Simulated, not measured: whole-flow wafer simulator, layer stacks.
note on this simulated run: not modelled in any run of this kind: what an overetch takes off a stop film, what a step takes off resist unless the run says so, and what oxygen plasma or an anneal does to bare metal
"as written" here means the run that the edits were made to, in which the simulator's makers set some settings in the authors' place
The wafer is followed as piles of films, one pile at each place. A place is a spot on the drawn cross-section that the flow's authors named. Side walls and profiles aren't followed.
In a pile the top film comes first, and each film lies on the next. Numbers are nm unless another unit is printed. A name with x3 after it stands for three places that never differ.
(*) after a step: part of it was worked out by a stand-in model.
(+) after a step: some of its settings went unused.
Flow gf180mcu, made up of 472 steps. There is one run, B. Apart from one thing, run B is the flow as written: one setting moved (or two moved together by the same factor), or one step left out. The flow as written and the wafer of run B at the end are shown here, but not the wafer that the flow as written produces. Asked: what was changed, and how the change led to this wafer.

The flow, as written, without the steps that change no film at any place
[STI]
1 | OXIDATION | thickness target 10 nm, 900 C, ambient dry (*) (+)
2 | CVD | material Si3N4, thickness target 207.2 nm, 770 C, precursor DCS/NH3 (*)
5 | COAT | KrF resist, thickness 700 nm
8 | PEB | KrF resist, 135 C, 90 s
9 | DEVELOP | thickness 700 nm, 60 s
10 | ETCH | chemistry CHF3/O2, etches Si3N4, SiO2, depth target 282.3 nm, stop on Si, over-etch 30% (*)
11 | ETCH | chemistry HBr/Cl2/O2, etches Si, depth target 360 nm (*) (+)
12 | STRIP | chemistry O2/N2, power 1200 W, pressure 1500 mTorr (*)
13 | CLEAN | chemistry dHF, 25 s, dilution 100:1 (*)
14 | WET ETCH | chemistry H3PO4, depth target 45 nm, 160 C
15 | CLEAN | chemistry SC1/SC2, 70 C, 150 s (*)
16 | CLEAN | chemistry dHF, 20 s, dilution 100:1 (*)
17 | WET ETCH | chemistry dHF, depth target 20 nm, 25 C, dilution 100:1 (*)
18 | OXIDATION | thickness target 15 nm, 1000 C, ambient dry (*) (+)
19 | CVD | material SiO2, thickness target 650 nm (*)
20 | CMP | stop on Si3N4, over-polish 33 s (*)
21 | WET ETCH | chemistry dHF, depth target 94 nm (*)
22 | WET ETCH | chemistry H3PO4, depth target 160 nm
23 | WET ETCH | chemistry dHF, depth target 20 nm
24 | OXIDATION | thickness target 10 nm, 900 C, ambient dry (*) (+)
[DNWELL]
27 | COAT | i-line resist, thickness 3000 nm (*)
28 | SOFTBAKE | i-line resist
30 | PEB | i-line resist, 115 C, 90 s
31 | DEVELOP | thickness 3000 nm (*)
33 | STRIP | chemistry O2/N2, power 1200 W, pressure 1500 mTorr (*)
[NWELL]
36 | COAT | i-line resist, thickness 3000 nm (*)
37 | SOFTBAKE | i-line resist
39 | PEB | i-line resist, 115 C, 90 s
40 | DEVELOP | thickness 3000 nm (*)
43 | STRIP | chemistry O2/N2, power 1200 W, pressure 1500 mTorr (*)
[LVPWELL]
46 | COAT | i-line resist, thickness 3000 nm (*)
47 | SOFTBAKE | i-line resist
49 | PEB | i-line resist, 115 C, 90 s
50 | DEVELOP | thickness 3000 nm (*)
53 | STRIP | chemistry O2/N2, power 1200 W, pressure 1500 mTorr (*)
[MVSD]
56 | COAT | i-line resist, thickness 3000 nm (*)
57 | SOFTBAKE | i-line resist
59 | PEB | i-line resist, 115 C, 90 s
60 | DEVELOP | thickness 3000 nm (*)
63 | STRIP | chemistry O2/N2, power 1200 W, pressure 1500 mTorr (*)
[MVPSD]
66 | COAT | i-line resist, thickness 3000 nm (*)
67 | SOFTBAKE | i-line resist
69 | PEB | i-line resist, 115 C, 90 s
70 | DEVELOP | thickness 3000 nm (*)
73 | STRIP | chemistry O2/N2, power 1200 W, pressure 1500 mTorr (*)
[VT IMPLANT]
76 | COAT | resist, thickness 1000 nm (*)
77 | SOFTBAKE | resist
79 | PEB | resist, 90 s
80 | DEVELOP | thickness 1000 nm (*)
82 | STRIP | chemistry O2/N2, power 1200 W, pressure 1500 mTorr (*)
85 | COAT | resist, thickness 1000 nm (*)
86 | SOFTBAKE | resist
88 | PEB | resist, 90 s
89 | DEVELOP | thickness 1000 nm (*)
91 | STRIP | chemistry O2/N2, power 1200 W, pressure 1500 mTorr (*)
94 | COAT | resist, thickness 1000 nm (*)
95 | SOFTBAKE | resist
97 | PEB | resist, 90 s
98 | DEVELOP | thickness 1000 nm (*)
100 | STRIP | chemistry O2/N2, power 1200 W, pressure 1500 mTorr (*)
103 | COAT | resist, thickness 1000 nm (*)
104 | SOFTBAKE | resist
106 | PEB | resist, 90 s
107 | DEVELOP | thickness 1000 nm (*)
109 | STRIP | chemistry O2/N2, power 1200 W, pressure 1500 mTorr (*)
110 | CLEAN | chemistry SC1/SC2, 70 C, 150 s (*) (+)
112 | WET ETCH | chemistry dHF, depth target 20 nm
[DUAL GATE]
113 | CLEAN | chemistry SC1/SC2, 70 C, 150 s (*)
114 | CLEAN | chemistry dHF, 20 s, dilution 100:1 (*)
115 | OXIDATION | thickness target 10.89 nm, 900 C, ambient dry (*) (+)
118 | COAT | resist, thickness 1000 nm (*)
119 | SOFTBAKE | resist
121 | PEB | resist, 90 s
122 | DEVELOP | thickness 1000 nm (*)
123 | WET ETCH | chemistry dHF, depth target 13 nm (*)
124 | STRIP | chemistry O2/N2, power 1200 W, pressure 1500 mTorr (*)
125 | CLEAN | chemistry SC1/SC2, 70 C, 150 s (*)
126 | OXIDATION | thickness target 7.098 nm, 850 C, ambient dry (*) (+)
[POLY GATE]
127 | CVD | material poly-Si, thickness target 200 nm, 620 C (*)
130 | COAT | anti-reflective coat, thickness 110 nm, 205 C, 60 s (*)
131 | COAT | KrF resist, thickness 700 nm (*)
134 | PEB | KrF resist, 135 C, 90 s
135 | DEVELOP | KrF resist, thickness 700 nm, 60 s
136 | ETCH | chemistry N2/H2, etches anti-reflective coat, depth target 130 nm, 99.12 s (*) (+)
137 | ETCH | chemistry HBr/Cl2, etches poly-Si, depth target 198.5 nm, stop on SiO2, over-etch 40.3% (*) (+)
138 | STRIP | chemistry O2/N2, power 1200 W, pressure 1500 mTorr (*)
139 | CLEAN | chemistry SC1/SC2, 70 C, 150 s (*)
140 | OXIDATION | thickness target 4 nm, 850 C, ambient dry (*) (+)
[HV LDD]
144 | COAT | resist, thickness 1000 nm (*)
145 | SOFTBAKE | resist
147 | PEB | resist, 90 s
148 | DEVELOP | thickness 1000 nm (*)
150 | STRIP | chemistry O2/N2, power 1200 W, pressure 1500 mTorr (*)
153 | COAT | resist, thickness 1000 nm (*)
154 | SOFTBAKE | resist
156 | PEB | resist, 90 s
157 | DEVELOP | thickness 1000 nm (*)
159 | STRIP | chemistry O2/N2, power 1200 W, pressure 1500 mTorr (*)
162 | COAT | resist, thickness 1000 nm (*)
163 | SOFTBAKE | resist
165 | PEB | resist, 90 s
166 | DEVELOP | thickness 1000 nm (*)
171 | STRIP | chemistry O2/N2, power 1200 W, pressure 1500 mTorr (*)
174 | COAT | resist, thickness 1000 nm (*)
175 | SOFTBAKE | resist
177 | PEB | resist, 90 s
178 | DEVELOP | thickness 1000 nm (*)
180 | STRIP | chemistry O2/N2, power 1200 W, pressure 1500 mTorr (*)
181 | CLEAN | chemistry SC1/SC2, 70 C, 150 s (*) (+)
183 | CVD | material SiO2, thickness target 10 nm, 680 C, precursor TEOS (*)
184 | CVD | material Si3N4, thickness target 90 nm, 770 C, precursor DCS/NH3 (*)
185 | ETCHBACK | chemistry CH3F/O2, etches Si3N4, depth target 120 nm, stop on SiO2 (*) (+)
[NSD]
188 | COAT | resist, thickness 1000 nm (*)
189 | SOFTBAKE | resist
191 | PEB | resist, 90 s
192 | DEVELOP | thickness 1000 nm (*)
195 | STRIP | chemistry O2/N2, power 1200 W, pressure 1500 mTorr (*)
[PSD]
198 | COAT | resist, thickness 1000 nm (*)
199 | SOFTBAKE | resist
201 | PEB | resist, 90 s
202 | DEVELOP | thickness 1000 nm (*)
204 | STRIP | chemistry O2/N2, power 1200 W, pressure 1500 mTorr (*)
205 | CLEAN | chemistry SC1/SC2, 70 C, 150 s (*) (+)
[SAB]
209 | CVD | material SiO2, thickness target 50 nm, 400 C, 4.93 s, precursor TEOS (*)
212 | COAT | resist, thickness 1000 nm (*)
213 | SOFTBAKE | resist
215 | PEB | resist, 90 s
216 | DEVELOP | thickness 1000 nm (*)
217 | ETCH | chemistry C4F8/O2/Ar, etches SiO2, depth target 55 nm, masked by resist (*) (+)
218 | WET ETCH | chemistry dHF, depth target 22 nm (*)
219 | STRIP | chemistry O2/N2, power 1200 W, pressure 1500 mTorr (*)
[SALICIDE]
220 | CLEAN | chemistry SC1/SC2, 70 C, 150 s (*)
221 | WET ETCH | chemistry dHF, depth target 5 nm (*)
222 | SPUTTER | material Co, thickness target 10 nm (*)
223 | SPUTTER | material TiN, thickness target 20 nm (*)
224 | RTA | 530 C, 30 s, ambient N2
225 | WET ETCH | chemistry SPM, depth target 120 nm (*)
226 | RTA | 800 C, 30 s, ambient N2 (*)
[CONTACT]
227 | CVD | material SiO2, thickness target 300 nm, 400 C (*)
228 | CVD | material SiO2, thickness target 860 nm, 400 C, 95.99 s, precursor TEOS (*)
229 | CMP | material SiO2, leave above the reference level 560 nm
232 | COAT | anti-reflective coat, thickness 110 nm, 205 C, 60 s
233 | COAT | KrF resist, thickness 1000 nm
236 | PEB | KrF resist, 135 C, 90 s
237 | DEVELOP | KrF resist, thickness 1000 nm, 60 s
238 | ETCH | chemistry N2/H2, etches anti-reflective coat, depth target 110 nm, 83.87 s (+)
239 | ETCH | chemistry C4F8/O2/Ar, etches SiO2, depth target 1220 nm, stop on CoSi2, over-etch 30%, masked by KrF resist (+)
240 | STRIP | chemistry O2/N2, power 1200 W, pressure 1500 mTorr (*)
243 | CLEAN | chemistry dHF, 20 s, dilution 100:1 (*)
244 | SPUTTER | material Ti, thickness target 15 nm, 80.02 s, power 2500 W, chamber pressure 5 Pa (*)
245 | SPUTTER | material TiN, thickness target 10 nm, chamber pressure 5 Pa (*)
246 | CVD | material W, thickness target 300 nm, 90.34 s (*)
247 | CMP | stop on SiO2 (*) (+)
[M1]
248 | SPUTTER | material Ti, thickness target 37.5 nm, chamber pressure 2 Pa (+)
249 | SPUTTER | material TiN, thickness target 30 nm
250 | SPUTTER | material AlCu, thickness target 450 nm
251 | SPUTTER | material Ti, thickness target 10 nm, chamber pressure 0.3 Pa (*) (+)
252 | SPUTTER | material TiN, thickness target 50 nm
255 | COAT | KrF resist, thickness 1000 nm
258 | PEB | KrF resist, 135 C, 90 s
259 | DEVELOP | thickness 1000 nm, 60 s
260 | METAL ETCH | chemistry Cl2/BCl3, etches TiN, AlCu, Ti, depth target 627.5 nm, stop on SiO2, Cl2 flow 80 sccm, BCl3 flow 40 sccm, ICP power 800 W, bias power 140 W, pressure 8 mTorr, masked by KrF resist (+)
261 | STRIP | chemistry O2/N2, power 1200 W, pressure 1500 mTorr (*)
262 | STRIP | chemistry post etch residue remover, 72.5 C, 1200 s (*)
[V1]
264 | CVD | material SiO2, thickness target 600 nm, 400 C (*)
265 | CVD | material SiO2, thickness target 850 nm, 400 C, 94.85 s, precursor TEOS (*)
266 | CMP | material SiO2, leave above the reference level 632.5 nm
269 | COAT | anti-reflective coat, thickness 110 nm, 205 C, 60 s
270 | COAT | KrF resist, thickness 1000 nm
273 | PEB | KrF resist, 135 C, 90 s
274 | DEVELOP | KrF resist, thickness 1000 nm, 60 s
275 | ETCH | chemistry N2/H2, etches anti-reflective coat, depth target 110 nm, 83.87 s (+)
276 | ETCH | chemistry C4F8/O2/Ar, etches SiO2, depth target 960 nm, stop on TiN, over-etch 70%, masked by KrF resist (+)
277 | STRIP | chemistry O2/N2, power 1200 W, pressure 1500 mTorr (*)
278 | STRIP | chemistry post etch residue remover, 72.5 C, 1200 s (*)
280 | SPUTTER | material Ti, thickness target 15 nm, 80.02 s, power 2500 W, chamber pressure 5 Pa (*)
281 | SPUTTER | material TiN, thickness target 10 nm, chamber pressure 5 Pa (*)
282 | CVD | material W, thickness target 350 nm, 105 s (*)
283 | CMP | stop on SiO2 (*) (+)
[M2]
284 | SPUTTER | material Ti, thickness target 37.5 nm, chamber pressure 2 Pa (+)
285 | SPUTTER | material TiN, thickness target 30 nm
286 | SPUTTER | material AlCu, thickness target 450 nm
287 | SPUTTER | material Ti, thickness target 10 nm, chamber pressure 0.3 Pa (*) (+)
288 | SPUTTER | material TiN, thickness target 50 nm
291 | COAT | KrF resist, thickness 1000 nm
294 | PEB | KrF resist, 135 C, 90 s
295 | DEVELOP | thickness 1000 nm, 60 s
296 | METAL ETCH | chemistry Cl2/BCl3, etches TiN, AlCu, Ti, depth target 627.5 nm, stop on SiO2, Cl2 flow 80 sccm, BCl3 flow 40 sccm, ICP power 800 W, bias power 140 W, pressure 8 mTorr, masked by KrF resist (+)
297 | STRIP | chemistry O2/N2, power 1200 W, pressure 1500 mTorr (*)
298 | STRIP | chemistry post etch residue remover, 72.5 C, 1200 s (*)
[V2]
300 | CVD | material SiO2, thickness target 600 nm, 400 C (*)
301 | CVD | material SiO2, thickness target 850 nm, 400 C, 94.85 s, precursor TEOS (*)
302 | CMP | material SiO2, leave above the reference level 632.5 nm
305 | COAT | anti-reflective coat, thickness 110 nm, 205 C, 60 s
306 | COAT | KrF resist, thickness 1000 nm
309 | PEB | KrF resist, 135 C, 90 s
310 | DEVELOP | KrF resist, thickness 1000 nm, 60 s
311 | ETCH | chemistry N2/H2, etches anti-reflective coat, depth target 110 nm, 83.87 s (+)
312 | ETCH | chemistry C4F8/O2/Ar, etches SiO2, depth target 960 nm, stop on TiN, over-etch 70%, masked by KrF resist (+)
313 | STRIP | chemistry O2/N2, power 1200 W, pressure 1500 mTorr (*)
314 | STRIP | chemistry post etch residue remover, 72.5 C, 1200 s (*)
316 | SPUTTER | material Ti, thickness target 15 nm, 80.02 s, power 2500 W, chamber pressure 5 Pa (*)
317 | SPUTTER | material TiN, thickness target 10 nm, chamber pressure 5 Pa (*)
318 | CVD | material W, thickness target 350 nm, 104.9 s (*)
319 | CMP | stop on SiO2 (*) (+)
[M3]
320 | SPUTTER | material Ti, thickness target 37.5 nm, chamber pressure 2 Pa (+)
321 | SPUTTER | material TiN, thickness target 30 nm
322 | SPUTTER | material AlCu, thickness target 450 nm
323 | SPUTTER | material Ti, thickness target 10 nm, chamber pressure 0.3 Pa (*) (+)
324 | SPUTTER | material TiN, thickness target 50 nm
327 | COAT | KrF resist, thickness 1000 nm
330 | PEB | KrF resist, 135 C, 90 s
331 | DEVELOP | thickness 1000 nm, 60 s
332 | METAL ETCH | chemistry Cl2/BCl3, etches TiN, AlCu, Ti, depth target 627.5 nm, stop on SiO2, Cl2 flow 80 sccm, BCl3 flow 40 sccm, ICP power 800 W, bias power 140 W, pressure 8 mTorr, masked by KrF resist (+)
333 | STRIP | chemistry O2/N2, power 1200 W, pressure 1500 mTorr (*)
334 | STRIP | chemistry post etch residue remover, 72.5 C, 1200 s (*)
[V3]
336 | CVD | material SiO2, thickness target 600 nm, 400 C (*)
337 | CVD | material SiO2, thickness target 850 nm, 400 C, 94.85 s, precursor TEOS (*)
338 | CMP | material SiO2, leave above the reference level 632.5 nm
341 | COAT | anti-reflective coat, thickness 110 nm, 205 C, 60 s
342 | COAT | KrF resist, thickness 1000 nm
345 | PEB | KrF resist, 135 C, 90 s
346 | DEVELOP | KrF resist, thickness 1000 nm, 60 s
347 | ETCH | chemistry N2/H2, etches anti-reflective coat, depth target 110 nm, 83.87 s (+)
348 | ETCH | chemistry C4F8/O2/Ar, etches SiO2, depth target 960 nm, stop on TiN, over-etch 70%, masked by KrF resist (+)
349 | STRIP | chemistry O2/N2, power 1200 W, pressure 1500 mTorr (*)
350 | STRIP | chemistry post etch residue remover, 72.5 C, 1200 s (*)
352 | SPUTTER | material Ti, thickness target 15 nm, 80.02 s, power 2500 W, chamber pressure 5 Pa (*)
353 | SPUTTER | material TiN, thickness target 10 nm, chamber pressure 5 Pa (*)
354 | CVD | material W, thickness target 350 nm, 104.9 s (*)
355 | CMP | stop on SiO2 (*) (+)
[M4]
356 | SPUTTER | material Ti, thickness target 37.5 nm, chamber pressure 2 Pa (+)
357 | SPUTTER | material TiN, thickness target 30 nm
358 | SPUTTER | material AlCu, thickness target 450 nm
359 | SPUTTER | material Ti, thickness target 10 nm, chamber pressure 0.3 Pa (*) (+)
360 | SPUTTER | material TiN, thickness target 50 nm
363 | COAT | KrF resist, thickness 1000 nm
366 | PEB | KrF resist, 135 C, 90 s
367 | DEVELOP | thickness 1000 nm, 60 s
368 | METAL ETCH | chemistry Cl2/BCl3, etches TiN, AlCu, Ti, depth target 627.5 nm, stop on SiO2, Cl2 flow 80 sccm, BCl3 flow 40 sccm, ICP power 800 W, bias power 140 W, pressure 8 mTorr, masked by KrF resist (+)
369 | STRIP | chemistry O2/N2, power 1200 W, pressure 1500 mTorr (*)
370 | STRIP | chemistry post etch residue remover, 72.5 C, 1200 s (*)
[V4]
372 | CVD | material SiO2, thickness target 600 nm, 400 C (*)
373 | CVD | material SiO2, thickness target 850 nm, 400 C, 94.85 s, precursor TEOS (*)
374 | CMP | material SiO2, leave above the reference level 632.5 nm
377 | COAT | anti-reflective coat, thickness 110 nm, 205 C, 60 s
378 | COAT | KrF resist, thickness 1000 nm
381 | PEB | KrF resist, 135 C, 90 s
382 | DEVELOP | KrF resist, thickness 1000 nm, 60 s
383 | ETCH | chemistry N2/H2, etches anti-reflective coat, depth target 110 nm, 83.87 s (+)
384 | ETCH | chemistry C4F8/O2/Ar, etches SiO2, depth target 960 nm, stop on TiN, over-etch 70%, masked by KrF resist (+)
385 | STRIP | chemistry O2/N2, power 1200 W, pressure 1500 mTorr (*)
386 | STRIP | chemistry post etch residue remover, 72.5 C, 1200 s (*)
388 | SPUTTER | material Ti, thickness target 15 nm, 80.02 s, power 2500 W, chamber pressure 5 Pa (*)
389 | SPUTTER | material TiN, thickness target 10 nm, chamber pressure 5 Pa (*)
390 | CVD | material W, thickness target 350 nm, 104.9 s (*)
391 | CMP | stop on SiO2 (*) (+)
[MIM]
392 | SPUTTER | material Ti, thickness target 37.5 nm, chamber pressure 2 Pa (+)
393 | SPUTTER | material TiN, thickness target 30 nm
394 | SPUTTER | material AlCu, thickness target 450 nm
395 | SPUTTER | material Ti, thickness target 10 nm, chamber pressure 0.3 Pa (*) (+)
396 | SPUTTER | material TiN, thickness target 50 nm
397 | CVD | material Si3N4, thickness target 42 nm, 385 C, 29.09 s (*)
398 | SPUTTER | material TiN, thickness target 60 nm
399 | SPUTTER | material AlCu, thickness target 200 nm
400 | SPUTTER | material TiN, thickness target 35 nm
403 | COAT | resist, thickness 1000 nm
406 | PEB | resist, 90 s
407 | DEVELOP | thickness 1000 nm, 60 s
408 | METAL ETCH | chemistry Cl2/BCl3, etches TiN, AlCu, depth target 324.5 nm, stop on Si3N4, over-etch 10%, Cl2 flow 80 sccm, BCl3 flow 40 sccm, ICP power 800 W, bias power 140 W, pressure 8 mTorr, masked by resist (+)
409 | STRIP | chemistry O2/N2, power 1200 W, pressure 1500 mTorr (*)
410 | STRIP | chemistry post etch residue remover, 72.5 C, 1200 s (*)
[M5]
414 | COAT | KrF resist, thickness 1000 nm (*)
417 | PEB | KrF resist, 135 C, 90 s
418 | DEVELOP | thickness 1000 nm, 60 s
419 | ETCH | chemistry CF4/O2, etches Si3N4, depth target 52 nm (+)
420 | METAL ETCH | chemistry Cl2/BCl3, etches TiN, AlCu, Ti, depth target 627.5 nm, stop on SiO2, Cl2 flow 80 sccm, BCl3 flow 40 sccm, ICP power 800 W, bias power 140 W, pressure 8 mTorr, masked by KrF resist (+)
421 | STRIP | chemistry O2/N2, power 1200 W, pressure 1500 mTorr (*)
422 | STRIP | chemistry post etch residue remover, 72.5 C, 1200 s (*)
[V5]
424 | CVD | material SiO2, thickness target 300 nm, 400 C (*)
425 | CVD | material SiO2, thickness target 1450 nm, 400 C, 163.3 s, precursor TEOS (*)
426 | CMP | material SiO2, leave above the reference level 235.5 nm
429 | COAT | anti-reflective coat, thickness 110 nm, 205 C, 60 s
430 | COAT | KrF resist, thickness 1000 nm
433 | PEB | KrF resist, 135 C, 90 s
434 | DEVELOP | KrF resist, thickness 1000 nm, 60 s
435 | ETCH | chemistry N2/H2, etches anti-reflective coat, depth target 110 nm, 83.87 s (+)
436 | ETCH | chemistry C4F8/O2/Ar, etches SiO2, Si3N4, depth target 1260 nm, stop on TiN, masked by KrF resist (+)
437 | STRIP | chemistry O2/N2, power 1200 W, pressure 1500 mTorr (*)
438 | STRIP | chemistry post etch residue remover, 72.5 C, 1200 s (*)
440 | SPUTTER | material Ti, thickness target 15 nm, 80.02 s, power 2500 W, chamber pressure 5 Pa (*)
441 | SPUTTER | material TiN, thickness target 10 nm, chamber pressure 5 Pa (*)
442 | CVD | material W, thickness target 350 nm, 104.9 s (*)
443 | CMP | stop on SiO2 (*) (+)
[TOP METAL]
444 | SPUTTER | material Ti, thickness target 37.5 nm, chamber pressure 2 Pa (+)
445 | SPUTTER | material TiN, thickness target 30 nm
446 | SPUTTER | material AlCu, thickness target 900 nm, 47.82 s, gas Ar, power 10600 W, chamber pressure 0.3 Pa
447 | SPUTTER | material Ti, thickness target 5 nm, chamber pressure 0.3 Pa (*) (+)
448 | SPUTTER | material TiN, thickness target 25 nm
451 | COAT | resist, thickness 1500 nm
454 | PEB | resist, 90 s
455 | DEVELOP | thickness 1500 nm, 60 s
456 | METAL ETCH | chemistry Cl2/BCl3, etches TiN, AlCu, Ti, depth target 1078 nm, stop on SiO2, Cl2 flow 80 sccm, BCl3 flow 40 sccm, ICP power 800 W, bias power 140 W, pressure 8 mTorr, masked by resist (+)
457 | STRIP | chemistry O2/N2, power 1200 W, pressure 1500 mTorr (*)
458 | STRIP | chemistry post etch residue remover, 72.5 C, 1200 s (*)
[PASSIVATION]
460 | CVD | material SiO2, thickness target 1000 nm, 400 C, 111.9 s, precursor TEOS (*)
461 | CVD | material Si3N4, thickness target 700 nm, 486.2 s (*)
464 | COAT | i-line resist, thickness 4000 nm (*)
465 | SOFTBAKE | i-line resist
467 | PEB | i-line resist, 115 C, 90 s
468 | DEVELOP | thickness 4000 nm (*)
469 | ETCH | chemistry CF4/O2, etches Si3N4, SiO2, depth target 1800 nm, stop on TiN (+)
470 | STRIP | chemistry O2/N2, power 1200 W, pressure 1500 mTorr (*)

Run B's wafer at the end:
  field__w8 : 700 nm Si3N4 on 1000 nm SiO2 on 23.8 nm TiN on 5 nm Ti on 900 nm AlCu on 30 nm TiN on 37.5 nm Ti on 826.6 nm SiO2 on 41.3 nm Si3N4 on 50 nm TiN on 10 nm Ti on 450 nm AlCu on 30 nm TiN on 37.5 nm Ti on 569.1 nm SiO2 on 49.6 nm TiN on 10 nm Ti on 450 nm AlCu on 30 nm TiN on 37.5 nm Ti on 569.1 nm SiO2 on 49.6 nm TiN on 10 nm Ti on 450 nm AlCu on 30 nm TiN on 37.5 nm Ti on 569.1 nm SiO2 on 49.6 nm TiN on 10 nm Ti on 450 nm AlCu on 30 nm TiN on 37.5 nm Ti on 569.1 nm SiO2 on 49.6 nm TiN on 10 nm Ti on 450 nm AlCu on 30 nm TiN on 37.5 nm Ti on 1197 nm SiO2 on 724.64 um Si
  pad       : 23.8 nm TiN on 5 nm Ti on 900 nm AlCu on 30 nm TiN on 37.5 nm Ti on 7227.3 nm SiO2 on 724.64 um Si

Cause: step 448, SPUTTER: thickness target 24.2 nm was run, though the flow has thickness target 25 nm.

The path from the change to this, step by step:
  448 | SPUTTER | material TiN, thickness target 25 nm
      field, field__w1, field__w2 and 109 more: TiN gains 24.2 (new film) (in the flow as written it would be: TiN gains 25 (new film))
  456 | METAL ETCH | chemistry Cl2/BCl3, etches TiN, AlCu, Ti, depth target 1078 nm, stop on SiO2, Cl2 flow 80 sccm, BCl3 flow 40 sccm, ICP power 800 W, bias power 140 W, pressure 8 mTorr, masked by resist (+)
      field, field__w1, field__w2 and 103 more: TiN loses 24.2 (all of it), Ti loses 5 (all of it), AlCu loses 900 (all of it), TiN loses 30 (all of it), Ti loses 37.5 (all of it) (in the flow as written it would be: TiN loses 25 (all of it), Ti loses 5 (all of it), AlCu loses 900 (all of it), TiN loses 30 (all of it), Ti loses 37.5 (all of it))
